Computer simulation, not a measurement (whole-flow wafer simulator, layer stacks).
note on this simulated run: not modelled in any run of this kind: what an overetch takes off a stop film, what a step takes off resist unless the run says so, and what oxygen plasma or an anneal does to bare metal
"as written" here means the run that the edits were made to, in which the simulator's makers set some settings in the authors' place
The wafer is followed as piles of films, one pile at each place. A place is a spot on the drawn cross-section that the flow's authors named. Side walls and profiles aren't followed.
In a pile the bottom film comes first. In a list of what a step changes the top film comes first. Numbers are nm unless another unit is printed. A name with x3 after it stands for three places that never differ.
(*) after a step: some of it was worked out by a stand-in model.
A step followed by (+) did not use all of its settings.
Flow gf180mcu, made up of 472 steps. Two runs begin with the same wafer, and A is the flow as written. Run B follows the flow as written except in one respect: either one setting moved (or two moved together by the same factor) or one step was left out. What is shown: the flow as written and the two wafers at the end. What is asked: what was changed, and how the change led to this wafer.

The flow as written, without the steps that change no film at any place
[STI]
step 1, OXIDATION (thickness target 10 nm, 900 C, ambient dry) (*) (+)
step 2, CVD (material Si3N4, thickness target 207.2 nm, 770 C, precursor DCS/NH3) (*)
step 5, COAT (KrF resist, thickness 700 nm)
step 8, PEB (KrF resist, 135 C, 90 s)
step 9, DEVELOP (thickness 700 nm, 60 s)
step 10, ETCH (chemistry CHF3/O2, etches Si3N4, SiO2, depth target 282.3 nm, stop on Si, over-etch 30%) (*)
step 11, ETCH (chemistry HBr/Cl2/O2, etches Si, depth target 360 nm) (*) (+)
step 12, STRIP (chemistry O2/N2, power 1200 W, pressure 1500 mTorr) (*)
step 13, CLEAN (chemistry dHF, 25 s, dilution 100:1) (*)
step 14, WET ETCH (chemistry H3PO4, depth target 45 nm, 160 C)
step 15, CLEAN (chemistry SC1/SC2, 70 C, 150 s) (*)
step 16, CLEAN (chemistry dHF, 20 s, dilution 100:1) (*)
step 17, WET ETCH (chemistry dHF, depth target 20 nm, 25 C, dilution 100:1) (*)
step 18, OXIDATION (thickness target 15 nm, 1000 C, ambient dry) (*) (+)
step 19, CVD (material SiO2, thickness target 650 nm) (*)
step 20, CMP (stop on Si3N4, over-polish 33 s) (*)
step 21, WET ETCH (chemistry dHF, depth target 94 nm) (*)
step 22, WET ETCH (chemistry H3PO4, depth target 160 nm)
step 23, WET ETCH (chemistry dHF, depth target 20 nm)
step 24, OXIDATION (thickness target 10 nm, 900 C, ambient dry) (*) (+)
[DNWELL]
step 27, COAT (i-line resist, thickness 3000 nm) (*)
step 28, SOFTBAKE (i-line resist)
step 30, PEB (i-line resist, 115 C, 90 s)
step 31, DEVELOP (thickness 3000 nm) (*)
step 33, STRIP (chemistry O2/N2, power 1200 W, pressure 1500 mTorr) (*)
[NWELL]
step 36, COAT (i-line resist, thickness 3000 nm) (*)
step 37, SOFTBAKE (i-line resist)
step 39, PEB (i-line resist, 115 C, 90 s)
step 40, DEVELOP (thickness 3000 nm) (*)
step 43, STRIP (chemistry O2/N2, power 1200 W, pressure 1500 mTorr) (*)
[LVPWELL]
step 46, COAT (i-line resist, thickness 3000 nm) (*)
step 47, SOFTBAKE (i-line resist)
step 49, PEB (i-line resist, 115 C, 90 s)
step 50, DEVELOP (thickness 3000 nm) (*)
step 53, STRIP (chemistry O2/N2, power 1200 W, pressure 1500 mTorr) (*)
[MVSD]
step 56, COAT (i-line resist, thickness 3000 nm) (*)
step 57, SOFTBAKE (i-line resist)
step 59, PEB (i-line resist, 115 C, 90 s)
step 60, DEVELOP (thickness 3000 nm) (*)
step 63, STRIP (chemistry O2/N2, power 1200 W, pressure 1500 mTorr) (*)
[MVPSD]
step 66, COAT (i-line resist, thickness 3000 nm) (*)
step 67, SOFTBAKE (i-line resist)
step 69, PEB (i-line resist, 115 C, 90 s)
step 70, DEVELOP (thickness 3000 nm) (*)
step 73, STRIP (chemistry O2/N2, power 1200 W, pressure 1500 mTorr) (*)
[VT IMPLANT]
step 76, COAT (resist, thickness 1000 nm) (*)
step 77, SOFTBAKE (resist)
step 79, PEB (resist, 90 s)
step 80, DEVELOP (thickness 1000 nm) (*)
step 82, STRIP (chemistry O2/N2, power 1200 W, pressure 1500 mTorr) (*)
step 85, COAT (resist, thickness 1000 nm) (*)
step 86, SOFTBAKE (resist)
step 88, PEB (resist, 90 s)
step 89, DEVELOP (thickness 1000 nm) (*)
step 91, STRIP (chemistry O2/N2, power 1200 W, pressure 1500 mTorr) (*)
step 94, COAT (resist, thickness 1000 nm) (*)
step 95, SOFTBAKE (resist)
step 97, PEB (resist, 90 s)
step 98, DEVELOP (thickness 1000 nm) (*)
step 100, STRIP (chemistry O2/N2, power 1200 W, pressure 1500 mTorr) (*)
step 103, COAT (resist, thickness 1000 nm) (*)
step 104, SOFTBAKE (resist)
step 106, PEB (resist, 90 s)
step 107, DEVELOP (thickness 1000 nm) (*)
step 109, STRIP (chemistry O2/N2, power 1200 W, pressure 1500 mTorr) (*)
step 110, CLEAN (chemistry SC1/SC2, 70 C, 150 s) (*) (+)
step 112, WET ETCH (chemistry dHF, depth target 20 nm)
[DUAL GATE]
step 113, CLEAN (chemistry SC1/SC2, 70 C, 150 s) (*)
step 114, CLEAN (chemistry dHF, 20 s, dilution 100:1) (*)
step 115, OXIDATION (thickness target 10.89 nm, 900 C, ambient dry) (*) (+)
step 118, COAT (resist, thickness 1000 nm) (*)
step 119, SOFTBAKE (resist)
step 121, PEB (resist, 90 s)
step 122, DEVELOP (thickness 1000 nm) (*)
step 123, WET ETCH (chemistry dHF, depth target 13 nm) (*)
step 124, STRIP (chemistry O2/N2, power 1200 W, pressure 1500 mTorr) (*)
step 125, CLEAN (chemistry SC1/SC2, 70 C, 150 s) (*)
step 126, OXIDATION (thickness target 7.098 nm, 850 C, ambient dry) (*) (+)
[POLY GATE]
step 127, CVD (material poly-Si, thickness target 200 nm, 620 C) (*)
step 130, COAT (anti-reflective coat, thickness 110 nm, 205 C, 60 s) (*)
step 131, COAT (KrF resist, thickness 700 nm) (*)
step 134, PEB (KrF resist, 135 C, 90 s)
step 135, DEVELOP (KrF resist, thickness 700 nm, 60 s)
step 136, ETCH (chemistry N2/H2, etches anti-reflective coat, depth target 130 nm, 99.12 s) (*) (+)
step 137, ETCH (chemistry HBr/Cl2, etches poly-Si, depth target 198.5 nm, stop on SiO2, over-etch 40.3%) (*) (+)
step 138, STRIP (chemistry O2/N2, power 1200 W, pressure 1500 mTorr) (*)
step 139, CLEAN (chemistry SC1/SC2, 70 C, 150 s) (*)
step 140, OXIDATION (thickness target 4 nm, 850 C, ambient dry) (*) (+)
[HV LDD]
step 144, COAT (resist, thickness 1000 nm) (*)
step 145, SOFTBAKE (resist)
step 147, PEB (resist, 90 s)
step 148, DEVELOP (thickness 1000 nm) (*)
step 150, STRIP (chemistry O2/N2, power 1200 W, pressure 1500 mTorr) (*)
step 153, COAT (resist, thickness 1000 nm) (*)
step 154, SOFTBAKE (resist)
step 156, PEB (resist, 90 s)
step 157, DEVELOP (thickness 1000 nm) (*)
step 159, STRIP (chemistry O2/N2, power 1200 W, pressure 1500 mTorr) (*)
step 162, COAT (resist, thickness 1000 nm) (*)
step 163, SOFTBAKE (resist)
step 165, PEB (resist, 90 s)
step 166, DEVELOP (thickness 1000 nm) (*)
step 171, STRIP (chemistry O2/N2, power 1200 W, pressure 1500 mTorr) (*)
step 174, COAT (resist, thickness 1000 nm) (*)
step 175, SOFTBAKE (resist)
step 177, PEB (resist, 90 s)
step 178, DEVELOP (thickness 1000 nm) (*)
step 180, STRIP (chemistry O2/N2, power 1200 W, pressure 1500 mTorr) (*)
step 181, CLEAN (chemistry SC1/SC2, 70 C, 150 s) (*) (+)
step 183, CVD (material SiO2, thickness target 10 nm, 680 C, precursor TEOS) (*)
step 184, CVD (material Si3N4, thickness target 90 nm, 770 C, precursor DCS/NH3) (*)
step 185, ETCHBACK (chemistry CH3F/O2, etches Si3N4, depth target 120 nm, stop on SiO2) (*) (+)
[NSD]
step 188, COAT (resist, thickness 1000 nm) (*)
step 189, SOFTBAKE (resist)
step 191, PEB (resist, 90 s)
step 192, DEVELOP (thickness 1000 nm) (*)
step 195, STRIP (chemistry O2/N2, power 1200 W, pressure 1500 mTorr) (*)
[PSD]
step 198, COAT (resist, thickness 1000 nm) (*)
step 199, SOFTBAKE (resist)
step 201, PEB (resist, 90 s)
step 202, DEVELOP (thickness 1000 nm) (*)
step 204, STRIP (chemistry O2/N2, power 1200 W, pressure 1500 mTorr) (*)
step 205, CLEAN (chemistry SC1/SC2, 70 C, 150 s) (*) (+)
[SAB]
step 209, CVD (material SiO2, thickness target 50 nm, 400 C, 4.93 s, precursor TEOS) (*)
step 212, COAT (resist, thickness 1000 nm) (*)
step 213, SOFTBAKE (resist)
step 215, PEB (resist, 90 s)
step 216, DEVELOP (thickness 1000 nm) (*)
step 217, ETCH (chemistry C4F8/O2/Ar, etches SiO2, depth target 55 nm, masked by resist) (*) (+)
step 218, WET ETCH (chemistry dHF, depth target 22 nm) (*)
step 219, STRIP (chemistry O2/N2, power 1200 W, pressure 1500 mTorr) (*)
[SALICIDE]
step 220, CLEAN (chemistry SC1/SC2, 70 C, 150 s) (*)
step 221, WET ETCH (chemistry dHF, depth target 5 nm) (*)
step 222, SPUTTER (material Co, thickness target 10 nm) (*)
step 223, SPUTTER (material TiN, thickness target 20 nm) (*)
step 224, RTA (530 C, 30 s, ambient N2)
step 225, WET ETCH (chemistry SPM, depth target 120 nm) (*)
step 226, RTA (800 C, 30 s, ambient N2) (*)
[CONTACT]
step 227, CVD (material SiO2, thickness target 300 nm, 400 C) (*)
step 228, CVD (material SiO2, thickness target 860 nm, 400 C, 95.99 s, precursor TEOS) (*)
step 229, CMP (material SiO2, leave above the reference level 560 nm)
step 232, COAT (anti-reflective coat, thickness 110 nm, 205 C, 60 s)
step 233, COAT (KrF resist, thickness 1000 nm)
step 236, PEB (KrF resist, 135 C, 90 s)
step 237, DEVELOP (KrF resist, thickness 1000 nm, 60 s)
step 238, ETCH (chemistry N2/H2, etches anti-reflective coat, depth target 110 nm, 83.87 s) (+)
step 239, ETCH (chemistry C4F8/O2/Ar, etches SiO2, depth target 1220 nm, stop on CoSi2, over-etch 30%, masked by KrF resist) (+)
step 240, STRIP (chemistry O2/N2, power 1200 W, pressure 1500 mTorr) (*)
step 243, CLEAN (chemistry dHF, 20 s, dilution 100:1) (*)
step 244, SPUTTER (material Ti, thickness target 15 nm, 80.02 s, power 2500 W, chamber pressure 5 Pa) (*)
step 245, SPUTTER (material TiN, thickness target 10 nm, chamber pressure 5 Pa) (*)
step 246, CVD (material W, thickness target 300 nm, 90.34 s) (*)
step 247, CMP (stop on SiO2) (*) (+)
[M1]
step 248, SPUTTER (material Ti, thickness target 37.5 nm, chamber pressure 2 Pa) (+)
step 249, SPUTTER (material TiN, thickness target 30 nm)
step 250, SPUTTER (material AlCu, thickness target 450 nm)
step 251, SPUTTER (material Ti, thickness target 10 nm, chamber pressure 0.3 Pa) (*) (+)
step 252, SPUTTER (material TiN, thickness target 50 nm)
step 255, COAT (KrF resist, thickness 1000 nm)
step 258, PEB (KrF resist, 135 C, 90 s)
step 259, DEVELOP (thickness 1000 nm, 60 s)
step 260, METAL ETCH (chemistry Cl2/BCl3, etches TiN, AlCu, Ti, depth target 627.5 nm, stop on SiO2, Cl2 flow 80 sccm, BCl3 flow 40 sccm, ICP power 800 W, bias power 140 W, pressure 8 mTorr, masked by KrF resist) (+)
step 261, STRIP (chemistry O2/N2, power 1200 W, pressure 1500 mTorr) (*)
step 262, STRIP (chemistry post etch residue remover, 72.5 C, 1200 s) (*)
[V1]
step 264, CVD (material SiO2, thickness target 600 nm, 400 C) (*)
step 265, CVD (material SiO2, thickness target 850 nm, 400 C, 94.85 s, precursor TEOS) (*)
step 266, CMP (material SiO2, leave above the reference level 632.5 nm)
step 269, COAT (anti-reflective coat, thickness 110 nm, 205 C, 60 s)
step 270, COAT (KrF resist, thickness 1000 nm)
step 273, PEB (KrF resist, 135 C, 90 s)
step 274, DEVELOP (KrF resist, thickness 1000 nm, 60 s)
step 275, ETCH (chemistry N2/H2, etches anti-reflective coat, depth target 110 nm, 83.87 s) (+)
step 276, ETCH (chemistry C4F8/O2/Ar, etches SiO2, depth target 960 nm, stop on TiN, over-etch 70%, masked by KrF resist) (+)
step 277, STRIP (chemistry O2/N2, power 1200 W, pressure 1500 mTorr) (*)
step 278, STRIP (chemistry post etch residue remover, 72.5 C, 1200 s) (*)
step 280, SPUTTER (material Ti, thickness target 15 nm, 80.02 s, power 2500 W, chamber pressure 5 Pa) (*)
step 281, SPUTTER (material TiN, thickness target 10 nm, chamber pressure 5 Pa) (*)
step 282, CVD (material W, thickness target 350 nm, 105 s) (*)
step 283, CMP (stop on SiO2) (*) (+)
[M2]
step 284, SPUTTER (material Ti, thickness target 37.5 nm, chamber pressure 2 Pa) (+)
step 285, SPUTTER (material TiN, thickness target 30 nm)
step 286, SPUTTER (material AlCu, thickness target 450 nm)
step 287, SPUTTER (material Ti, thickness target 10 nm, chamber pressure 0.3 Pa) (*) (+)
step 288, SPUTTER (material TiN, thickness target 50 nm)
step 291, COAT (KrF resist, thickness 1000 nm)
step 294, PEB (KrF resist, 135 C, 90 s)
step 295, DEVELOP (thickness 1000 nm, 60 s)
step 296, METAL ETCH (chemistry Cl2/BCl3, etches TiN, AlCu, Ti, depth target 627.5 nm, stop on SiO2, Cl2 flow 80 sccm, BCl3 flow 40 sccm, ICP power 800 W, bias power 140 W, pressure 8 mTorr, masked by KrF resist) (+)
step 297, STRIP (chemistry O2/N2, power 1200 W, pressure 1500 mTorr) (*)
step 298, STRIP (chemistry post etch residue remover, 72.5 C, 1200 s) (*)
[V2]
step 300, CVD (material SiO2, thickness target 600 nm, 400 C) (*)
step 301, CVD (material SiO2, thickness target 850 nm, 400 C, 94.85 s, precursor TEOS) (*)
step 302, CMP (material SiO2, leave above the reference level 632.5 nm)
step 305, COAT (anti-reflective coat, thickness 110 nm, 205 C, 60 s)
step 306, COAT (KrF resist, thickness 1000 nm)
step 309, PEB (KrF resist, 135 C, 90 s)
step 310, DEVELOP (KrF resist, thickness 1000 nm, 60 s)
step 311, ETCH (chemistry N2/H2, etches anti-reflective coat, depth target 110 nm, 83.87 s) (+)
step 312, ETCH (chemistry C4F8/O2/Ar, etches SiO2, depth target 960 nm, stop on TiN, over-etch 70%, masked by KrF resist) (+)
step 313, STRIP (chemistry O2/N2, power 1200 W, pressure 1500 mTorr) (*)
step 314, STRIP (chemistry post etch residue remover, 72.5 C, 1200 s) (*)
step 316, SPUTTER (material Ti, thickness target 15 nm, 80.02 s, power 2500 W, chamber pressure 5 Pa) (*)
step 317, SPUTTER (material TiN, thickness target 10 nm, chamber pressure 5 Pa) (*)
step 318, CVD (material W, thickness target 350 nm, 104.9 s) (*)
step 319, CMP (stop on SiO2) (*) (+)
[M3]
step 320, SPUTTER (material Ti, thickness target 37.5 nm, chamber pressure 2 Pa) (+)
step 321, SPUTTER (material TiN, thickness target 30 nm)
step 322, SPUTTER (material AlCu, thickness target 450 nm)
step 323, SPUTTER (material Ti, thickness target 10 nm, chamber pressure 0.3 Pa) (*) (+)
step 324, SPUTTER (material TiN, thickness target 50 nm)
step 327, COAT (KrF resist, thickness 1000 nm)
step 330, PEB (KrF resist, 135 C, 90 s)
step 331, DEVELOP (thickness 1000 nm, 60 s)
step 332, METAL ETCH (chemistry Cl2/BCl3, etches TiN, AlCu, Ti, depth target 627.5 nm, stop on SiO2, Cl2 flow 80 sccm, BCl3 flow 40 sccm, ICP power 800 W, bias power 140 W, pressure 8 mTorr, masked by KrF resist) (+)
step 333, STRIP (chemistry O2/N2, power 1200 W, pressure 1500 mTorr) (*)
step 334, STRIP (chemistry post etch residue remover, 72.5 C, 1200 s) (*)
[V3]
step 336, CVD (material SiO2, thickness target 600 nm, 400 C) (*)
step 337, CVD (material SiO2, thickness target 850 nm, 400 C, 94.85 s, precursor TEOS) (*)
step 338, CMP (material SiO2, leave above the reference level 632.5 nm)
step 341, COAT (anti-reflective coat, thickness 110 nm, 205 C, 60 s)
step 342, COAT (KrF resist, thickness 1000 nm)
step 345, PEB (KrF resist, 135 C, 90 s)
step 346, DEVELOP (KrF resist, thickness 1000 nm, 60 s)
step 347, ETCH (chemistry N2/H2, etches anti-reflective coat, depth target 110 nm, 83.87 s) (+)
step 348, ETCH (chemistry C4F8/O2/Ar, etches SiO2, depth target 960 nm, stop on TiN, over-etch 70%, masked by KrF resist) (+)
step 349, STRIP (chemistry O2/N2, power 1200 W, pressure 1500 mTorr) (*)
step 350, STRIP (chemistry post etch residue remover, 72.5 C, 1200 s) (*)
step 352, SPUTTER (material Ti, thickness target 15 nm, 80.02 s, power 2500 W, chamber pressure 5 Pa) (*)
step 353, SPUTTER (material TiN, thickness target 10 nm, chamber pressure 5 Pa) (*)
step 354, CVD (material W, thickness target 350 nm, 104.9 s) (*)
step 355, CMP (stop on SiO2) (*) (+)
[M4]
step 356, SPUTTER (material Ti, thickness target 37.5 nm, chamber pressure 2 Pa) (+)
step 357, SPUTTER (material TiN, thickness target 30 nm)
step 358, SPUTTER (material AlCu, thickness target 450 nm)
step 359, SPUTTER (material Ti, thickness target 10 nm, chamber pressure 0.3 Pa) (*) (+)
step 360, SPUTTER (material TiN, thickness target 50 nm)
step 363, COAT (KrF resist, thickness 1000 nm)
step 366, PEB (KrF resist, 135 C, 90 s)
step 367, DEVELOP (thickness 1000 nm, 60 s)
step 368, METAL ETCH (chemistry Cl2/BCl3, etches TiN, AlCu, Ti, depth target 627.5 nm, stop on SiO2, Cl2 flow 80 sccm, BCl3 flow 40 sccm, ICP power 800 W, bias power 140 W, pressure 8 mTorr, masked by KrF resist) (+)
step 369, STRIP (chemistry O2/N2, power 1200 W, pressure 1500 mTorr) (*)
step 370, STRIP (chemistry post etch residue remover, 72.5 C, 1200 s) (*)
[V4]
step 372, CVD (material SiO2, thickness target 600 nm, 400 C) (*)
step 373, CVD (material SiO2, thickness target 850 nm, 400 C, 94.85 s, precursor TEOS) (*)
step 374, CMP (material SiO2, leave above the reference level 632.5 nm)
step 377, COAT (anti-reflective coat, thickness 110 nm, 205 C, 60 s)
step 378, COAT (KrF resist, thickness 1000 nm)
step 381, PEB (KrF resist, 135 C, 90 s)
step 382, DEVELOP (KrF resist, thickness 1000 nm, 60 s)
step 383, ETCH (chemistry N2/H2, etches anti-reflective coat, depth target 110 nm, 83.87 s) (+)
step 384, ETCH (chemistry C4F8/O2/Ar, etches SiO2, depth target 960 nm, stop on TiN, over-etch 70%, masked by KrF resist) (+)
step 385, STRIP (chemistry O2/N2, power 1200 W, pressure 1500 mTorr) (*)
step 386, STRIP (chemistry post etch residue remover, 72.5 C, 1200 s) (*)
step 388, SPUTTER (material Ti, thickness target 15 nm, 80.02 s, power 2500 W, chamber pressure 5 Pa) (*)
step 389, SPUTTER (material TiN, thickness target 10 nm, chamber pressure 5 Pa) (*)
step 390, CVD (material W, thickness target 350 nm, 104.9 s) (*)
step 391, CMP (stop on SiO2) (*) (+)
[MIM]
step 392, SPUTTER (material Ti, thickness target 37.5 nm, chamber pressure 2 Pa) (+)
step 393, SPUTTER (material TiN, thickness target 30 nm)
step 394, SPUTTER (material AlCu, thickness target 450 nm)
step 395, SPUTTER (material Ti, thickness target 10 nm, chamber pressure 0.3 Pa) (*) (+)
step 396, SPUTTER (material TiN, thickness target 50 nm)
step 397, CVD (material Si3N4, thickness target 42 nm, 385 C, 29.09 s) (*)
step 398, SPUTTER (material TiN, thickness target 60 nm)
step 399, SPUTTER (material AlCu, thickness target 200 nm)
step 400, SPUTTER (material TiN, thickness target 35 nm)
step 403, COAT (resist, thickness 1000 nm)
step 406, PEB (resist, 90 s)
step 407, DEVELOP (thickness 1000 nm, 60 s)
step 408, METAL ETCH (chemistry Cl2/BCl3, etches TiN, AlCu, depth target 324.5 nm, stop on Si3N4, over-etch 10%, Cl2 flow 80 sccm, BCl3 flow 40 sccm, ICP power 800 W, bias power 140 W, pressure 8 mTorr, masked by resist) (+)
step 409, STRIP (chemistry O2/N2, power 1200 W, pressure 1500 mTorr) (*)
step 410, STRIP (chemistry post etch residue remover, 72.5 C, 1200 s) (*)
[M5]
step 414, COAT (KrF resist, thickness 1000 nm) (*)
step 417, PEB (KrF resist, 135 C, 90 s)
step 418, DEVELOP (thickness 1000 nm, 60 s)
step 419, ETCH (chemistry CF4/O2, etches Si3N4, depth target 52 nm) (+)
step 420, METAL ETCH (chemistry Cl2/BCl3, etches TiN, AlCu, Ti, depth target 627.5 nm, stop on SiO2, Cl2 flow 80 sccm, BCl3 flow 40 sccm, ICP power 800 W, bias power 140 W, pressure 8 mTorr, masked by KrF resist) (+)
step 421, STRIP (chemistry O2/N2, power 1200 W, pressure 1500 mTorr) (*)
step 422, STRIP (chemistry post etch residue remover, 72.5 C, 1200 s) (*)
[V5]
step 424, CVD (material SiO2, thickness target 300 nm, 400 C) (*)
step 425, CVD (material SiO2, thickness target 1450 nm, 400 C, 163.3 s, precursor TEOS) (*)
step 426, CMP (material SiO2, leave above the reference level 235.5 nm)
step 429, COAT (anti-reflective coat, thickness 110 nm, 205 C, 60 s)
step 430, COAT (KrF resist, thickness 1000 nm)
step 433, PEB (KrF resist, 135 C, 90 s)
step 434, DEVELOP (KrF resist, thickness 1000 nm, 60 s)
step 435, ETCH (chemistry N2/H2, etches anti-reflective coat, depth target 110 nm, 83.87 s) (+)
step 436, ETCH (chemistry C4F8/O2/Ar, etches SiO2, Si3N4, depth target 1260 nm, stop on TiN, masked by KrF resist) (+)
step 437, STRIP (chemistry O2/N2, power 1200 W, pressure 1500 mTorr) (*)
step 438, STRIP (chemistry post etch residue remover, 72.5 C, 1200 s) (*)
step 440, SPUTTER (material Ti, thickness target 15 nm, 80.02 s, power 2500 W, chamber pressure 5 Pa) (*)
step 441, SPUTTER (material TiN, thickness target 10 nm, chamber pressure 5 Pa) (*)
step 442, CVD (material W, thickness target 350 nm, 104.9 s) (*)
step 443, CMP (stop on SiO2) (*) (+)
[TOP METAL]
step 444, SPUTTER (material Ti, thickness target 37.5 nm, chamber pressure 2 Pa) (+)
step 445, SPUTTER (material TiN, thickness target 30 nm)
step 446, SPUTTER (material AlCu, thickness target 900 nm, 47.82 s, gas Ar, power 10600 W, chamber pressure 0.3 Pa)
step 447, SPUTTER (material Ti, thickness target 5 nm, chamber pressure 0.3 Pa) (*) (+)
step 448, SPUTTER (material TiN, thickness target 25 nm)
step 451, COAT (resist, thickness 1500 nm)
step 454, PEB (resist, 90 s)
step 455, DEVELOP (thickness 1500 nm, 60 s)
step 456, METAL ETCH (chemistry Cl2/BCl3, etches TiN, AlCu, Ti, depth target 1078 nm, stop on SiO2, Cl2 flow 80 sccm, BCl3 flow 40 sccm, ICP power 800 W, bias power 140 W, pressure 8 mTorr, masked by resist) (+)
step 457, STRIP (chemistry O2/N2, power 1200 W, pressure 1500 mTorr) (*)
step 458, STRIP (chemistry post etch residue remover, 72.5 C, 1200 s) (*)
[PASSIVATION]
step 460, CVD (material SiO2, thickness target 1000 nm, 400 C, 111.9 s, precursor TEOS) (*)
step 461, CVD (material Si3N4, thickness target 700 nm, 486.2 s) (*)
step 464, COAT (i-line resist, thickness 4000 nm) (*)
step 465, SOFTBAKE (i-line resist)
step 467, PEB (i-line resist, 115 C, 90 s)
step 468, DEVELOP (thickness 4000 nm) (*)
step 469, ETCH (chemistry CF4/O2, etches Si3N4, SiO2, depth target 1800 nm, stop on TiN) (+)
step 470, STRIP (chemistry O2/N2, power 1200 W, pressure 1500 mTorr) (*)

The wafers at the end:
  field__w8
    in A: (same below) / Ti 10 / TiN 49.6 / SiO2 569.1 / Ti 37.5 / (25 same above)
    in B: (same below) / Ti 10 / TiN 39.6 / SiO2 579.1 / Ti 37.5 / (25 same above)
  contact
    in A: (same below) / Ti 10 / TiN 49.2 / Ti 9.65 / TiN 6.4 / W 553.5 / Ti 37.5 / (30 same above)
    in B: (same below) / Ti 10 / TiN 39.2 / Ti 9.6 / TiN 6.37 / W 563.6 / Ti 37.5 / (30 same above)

Cause: step 288, SPUTTER: thickness target 40 nm was run, whereas the flow has thickness target 50 nm.

The path from the change to this, step by step:
  step 288, SPUTTER (material TiN, thickness target 50 nm)
      field, field__w1, field__w2 and 108 more: A TiN gains 50 (new film) | B TiN gains 40 (new film)
  step 296, METAL ETCH (chemistry Cl2/BCl3, etches TiN, AlCu, Ti, depth target 627.5 nm, stop on SiO2, Cl2 flow 80 sccm, BCl3 flow 40 sccm, ICP power 800 W, bias power 140 W, pressure 8 mTorr, masked by KrF resist) (+)
      field, field__w1, field__w2 and 103 more: A TiN loses 50 (all of it), Ti loses 10 (all of it), AlCu loses 450 (all of it), TiN loses 30 (all of it), Ti loses 37.5 (all of it) | B TiN loses 40 (all of it), Ti loses 10 (all of it), AlCu loses 450 (all of it), TiN loses 30 (all of it), Ti loses 37.5 (all of it)
